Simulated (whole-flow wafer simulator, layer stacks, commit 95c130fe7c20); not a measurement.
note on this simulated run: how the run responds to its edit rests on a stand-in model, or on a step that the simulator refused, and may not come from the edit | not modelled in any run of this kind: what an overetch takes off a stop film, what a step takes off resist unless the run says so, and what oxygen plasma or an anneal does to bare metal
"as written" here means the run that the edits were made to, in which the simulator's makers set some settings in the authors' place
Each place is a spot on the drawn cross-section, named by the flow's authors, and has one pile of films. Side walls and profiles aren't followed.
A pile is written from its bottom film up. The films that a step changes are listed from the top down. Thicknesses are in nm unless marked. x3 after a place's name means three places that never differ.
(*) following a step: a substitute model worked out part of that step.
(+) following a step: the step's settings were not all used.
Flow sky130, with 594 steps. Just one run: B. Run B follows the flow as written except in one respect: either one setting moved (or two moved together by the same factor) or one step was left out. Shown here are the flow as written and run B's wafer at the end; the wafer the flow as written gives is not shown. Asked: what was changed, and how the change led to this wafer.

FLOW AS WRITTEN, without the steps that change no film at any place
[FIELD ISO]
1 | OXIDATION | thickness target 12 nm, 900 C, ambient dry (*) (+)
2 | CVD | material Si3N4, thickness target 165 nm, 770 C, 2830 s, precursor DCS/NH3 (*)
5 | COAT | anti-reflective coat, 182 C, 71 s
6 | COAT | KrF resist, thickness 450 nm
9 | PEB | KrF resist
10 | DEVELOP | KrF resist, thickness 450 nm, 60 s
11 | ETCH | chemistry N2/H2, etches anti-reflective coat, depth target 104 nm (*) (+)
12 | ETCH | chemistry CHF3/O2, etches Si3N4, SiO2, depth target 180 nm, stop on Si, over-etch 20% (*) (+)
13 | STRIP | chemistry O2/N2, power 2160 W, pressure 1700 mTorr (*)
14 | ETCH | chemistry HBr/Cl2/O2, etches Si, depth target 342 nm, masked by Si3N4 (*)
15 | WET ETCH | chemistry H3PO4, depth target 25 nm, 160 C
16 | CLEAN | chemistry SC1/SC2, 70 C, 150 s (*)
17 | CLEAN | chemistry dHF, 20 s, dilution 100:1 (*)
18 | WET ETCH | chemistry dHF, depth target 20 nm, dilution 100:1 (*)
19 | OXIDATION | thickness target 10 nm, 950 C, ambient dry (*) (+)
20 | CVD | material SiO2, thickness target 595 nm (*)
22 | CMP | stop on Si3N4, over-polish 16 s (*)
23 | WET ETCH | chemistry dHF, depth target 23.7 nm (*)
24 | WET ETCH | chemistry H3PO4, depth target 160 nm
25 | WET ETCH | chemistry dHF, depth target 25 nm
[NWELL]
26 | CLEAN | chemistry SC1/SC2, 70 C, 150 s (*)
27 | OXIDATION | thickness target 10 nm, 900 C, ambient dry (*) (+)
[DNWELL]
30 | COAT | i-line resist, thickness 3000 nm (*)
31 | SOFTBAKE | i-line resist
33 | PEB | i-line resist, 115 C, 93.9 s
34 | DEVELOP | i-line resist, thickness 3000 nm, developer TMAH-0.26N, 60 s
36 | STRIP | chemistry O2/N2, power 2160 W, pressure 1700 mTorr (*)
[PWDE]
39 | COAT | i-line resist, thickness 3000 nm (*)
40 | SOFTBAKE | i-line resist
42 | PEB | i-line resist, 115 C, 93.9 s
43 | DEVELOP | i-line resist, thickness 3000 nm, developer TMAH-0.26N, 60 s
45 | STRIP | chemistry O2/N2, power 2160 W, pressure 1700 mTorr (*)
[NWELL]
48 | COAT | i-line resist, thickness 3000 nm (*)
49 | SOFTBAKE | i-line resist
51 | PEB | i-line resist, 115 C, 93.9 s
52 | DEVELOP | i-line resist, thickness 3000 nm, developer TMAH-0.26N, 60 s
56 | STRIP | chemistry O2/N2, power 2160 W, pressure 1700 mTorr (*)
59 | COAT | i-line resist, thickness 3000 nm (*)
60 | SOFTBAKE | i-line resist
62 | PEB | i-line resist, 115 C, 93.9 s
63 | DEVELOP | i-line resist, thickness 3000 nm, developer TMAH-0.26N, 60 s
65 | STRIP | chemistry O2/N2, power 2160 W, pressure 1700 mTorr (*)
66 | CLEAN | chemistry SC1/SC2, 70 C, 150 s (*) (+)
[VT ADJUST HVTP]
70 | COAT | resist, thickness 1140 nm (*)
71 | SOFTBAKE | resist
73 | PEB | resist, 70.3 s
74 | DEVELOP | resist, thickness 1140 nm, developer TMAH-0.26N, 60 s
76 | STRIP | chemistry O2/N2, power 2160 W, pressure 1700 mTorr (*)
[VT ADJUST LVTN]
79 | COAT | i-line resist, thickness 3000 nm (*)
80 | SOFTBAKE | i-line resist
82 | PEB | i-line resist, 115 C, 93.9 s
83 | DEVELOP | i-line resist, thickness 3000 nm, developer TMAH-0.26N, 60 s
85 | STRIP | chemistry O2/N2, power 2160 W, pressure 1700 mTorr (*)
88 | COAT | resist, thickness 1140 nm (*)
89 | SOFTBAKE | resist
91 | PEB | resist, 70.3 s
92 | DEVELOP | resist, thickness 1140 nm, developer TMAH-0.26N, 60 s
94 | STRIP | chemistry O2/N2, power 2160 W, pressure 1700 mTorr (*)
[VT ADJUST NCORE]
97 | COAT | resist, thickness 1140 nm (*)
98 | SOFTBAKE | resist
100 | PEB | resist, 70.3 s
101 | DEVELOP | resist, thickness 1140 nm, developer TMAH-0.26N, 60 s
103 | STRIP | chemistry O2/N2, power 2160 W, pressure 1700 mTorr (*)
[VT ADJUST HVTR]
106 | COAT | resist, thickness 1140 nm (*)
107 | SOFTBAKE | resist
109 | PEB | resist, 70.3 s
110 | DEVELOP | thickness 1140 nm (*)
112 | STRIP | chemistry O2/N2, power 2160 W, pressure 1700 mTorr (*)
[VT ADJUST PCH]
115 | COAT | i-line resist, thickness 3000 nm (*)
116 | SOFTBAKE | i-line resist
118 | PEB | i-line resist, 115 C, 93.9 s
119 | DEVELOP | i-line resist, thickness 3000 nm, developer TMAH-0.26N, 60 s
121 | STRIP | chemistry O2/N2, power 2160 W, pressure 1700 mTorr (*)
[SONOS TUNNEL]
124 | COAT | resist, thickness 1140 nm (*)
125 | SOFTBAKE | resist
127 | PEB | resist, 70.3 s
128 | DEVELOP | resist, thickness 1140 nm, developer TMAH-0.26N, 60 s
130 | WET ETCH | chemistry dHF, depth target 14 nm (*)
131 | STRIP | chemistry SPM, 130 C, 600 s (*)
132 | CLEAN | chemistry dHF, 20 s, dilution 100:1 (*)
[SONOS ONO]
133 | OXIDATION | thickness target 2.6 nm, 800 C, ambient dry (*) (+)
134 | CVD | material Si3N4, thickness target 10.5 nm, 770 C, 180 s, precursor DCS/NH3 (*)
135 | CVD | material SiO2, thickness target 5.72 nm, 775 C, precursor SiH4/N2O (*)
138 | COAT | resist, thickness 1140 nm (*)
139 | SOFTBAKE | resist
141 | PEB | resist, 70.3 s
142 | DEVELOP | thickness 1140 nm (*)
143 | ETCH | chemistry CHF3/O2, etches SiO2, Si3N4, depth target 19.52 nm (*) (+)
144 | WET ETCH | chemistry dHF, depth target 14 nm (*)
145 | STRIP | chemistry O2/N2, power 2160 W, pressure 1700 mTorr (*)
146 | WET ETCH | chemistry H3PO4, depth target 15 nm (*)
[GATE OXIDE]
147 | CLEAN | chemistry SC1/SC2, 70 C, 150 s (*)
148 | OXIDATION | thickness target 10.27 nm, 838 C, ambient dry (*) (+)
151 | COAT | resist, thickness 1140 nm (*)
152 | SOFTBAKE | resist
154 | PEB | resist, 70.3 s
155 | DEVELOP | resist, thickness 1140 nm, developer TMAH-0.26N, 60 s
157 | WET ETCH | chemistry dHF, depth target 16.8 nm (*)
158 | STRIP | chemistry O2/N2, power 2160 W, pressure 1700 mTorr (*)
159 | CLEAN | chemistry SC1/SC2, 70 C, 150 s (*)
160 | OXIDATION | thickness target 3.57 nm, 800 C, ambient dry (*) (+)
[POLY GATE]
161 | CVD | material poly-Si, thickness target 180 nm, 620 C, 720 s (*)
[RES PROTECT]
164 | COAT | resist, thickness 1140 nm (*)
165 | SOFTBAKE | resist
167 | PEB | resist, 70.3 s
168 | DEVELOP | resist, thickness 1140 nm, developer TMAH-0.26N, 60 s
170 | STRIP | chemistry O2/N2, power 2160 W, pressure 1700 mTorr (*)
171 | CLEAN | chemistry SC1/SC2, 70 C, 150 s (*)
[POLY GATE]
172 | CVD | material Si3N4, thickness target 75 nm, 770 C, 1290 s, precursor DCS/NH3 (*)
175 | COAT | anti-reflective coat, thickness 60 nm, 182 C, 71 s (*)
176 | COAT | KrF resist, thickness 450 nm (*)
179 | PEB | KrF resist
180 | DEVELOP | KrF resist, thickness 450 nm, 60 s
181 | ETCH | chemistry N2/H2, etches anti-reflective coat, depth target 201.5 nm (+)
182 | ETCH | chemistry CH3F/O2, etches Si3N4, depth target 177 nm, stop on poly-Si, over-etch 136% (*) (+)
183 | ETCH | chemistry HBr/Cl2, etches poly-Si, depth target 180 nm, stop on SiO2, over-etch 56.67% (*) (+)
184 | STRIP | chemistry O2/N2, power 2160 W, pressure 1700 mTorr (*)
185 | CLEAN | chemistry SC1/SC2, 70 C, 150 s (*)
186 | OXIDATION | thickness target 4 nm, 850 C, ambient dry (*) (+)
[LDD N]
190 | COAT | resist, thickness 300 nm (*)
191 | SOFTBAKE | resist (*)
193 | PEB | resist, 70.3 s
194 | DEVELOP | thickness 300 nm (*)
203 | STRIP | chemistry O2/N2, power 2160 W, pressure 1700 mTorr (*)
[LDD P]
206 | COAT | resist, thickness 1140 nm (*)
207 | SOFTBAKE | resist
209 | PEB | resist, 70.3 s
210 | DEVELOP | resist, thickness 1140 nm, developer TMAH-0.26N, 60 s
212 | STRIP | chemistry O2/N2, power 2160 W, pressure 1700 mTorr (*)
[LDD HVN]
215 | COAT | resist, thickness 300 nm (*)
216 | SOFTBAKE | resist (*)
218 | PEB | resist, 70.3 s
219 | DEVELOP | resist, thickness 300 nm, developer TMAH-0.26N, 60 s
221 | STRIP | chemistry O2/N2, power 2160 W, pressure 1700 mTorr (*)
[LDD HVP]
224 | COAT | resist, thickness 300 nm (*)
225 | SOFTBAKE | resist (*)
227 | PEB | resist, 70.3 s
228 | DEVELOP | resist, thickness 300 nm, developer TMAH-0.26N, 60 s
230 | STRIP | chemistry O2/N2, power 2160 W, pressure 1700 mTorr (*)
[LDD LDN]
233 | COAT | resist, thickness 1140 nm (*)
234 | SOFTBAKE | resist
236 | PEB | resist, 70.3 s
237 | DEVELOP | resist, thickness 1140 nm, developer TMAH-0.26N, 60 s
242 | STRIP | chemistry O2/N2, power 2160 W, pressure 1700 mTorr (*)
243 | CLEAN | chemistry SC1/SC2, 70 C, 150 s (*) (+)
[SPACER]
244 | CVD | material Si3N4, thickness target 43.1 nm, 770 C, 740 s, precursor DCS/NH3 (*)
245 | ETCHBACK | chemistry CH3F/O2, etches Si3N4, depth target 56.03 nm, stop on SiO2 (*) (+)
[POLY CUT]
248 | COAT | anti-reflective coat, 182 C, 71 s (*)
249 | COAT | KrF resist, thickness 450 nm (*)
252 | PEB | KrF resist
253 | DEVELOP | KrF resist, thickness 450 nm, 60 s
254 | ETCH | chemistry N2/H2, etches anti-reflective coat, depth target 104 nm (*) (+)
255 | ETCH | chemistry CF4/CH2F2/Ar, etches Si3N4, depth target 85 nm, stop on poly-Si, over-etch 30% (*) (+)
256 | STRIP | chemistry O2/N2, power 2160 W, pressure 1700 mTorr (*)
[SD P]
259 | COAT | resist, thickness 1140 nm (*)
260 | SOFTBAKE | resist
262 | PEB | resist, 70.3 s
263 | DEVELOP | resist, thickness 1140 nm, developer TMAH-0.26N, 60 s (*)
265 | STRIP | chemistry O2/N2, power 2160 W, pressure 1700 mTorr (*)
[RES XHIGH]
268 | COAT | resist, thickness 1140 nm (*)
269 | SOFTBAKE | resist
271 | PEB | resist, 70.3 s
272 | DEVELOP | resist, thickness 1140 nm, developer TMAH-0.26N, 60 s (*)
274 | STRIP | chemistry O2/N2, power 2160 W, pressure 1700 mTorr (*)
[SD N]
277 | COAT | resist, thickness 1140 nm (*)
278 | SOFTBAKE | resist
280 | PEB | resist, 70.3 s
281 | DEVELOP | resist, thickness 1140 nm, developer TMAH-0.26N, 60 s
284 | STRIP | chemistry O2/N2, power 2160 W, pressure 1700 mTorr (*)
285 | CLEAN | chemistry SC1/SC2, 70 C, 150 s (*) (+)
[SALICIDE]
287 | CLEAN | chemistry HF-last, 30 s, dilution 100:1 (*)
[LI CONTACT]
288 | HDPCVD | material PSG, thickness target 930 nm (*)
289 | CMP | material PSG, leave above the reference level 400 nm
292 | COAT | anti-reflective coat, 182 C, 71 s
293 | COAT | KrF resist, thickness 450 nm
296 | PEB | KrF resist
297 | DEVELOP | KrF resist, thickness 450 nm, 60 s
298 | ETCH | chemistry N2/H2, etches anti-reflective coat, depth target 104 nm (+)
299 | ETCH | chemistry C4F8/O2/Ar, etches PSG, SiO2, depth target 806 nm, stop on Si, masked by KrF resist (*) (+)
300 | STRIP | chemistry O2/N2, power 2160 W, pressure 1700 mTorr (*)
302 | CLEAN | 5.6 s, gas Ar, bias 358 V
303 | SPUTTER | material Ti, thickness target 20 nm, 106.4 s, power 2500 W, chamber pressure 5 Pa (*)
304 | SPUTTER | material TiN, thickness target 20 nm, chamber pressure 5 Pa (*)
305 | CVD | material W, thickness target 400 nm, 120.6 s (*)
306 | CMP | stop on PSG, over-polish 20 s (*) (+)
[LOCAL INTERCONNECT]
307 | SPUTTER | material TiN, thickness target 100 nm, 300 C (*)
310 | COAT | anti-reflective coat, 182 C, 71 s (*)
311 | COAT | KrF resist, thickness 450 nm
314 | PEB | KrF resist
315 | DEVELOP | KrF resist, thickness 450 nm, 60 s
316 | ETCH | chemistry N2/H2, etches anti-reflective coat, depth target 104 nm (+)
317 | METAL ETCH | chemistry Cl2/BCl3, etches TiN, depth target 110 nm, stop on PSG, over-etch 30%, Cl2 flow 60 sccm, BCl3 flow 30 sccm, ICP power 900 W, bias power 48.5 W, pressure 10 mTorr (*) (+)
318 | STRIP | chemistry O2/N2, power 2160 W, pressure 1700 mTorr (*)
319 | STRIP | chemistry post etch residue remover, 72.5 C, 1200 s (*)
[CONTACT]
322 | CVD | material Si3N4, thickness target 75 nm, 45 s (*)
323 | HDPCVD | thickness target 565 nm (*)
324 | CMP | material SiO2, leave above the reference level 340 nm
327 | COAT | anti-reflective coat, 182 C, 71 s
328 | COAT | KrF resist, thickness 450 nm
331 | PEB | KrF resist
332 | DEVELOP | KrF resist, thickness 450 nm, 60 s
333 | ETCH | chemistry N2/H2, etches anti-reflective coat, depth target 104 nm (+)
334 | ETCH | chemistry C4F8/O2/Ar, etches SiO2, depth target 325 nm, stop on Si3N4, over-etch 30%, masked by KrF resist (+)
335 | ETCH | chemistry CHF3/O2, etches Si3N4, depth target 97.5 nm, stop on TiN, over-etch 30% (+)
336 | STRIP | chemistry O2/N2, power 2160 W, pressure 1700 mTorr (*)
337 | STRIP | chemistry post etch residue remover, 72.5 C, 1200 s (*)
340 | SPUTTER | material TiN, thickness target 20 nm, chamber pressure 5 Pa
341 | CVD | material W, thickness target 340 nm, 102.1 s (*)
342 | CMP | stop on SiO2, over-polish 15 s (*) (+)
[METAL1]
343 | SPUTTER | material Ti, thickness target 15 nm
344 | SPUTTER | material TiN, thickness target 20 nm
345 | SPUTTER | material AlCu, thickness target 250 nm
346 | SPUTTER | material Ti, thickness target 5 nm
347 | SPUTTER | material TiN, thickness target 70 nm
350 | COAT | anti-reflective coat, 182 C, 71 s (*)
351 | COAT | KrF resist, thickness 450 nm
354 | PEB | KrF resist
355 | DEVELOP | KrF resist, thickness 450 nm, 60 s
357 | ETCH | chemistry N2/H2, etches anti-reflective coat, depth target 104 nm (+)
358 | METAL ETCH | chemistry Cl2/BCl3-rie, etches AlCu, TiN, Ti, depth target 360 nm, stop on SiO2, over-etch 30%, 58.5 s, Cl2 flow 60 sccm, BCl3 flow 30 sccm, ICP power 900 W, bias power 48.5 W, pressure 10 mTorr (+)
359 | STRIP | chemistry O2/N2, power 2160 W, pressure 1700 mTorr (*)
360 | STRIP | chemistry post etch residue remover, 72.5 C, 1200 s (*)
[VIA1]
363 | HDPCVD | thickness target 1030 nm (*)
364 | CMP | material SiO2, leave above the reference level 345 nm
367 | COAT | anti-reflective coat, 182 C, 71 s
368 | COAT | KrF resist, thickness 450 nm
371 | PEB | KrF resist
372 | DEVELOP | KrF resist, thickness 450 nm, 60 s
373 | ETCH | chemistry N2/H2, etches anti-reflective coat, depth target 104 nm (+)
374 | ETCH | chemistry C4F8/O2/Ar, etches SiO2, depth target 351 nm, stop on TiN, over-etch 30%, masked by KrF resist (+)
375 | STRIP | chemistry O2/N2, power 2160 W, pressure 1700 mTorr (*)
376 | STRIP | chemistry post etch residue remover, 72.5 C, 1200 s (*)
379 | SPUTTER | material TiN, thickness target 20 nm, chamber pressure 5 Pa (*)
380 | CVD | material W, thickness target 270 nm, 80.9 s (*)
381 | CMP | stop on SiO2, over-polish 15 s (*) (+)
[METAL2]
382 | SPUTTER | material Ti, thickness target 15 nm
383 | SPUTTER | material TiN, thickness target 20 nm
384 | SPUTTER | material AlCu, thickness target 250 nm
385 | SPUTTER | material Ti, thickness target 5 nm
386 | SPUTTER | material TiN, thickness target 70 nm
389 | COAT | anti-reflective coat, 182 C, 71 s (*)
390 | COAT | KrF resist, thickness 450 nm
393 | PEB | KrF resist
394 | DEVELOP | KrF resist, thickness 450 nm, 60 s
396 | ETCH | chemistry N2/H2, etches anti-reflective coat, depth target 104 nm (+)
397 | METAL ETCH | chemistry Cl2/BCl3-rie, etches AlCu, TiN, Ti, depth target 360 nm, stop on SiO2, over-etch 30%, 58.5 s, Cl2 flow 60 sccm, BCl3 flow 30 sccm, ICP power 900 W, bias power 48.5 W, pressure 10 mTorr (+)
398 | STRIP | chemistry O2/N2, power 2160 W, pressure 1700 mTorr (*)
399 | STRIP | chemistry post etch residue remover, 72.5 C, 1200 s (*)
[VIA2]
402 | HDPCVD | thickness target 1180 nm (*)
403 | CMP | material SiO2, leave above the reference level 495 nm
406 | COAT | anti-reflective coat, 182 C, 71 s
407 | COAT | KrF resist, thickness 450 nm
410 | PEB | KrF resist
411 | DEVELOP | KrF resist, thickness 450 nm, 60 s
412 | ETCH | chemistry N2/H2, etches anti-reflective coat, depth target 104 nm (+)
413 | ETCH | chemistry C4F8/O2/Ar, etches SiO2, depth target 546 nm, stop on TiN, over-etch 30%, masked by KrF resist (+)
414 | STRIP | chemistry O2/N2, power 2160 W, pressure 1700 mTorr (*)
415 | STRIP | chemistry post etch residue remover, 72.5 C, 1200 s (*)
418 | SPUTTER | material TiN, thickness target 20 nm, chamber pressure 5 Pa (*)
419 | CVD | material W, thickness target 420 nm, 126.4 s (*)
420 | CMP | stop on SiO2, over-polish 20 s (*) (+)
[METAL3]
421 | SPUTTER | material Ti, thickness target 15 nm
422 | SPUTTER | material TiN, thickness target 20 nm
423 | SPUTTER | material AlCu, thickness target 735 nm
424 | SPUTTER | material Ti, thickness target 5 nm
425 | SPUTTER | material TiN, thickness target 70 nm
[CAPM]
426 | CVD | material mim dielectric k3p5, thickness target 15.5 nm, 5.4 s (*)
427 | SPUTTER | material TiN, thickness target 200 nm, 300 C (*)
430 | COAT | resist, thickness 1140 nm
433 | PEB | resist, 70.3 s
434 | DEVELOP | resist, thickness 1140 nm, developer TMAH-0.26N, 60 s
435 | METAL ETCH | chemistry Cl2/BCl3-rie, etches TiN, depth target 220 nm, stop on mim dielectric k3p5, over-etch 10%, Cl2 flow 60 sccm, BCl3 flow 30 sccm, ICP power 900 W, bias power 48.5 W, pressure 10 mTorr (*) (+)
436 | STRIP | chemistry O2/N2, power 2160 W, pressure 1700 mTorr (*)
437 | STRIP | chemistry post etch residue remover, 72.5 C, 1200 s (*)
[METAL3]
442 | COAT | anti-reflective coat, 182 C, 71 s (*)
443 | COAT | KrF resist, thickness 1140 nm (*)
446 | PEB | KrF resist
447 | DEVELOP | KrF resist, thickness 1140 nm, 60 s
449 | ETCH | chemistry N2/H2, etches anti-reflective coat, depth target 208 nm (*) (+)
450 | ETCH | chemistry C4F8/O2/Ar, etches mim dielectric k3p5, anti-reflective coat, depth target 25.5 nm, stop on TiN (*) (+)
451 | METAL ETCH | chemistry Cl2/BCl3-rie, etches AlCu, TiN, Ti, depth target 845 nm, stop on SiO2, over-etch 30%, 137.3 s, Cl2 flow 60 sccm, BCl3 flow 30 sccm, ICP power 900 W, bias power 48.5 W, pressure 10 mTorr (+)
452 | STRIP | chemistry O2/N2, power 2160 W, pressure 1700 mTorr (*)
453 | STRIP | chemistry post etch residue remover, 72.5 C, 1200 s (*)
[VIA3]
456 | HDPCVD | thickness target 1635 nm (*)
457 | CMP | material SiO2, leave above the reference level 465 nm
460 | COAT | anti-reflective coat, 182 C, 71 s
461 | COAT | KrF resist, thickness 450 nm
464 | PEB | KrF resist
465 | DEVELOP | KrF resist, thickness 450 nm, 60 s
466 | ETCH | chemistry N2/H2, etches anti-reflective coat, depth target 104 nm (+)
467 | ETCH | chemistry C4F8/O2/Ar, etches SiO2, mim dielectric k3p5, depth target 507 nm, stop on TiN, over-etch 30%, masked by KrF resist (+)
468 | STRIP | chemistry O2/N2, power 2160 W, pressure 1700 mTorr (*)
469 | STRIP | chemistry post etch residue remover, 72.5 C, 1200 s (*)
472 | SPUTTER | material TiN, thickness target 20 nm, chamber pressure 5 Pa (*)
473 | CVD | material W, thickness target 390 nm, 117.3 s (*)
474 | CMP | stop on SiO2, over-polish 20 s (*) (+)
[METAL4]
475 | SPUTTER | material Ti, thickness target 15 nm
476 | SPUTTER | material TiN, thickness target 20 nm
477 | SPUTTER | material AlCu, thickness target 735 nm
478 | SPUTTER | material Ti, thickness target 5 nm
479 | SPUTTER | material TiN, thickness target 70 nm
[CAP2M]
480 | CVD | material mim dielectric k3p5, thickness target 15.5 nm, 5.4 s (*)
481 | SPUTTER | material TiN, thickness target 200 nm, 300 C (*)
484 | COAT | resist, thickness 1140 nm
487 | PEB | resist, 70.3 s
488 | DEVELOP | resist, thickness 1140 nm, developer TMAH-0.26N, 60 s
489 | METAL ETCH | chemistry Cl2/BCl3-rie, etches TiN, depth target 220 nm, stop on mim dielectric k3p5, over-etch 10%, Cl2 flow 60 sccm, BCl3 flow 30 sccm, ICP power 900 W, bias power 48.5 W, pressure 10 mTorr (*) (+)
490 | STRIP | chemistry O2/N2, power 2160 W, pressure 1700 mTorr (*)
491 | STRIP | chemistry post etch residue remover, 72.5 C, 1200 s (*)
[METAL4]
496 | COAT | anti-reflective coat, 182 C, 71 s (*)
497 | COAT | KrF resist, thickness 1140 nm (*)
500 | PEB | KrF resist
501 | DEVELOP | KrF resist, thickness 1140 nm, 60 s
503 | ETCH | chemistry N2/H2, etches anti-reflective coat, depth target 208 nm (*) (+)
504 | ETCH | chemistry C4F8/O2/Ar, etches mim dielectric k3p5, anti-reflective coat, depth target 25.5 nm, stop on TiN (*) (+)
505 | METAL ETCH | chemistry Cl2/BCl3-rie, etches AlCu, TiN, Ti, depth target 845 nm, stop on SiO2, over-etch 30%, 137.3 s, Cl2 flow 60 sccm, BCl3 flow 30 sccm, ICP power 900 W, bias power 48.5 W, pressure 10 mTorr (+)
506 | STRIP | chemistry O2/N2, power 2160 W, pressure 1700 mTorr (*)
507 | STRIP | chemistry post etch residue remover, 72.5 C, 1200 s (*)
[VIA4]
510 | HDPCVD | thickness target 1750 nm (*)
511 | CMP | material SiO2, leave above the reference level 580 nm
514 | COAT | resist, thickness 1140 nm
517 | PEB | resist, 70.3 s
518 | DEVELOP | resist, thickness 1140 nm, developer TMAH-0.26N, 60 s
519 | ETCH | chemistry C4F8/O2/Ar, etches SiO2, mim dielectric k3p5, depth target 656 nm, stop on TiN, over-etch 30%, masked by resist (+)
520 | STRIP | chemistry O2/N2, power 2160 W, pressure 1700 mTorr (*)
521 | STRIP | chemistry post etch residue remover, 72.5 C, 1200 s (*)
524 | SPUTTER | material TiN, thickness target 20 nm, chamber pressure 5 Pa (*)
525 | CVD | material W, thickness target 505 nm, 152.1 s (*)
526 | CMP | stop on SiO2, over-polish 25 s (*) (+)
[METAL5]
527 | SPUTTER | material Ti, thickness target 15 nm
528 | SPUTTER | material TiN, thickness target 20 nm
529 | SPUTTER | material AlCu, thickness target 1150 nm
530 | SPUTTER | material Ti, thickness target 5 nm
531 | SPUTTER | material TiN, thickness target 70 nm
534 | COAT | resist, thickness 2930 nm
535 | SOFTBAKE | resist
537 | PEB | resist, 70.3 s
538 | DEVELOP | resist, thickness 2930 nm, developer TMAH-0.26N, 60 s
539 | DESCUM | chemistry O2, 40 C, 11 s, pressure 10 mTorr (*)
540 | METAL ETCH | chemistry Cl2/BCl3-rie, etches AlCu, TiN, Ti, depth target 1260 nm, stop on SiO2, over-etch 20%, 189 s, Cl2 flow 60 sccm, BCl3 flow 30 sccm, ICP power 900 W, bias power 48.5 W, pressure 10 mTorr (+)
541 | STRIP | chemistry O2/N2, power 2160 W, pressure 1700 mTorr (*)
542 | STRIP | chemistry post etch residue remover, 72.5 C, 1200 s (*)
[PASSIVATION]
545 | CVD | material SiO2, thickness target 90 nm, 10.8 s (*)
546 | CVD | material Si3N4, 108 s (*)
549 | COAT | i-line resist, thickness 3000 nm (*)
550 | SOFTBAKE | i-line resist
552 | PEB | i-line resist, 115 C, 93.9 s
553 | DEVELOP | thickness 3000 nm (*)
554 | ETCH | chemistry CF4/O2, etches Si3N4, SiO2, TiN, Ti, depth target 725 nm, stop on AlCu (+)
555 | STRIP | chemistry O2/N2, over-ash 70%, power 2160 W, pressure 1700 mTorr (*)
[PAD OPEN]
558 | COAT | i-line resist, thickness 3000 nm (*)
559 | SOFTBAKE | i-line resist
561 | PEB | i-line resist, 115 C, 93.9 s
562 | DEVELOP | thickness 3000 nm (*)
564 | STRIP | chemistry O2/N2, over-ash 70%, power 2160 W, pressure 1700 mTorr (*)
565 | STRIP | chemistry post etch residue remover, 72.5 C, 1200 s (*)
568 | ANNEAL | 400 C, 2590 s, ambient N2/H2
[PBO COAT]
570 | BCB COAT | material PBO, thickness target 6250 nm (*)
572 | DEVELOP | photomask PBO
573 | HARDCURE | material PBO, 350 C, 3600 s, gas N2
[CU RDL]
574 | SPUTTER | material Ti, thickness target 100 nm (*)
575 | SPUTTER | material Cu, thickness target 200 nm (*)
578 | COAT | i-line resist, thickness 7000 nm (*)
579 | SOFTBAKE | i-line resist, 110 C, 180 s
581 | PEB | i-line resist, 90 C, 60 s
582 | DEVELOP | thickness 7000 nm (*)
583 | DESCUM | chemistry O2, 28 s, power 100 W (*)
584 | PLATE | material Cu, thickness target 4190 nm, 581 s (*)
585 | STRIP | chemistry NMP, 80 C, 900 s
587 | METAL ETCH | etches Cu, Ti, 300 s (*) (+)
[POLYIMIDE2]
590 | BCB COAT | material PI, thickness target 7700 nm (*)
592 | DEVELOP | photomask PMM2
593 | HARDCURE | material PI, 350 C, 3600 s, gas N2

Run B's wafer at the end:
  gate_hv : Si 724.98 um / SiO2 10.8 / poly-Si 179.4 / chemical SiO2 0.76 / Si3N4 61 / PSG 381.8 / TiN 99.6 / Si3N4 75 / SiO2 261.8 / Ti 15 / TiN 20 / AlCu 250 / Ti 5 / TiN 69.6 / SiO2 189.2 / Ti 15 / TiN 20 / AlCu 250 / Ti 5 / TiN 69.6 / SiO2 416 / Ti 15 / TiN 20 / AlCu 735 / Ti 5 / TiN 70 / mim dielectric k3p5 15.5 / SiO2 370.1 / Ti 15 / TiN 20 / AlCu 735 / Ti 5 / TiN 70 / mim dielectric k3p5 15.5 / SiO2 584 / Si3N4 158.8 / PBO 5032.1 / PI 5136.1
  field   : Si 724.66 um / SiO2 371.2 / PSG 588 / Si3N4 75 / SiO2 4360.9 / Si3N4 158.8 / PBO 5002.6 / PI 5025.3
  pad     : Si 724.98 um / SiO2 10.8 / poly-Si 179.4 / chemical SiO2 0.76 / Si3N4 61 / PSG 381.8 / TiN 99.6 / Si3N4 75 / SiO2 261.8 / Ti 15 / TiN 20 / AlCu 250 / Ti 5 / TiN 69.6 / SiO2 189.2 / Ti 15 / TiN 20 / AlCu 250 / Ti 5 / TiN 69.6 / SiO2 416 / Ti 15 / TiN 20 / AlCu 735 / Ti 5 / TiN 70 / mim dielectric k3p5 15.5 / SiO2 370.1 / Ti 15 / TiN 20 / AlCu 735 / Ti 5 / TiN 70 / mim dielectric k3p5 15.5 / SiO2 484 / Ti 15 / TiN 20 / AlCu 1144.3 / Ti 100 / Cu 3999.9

The reason: step 364, CMP: leave above the reference level 267 nm was run, though the flow has leave above the reference level 345 nm.

The path from the change to this, step by step:
  364 | CMP | material SiO2, leave above the reference level 345 nm
      n_well, p_well, gate_hv and 100 more: -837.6 SiO2 (it would be, as written: -759.6 SiO2)
      field, active, gate and 81 more: -467.1 SiO2 (it would be, as written: -389.1 SiO2)
      (and at 4 other places as well)
  374 | ETCH | chemistry C4F8/O2/Ar, etches SiO2, depth target 351 nm, stop on TiN, over-etch 30%, masked by KrF resist (+)
      field, active, n_well and 186 more: -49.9 KrF resist (it would be, as written: -70.1 KrF resist)
      m1, via1_hole: -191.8 SiO2 (all of it) (it would be, as written: -269.8 SiO2 (all of it))
  375 | STRIP | chemistry O2/N2, power 2160 W, pressure 1700 mTorr (*)
      field, active, n_well and 186 more: -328 KrF resist (all of it), -80 anti-reflective coat (all of it) (it would be, as written: -307.7 KrF resist (all of it), -80 anti-reflective coat (all of it))
  379 | SPUTTER | material TiN, thickness target 20 nm, chamber pressure 5 Pa (*)
      m1: +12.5 TiN (it would be, as written: +11 TiN)
      via1_hole: +12.5 TiN (it would be, as written: +10.9 TiN)
  380 | CVD | material W, thickness target 270 nm, 80.9 s (*)
      m1, via1_hole: +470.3 W (new film) (it would be, as written: +549.9 W (new film))
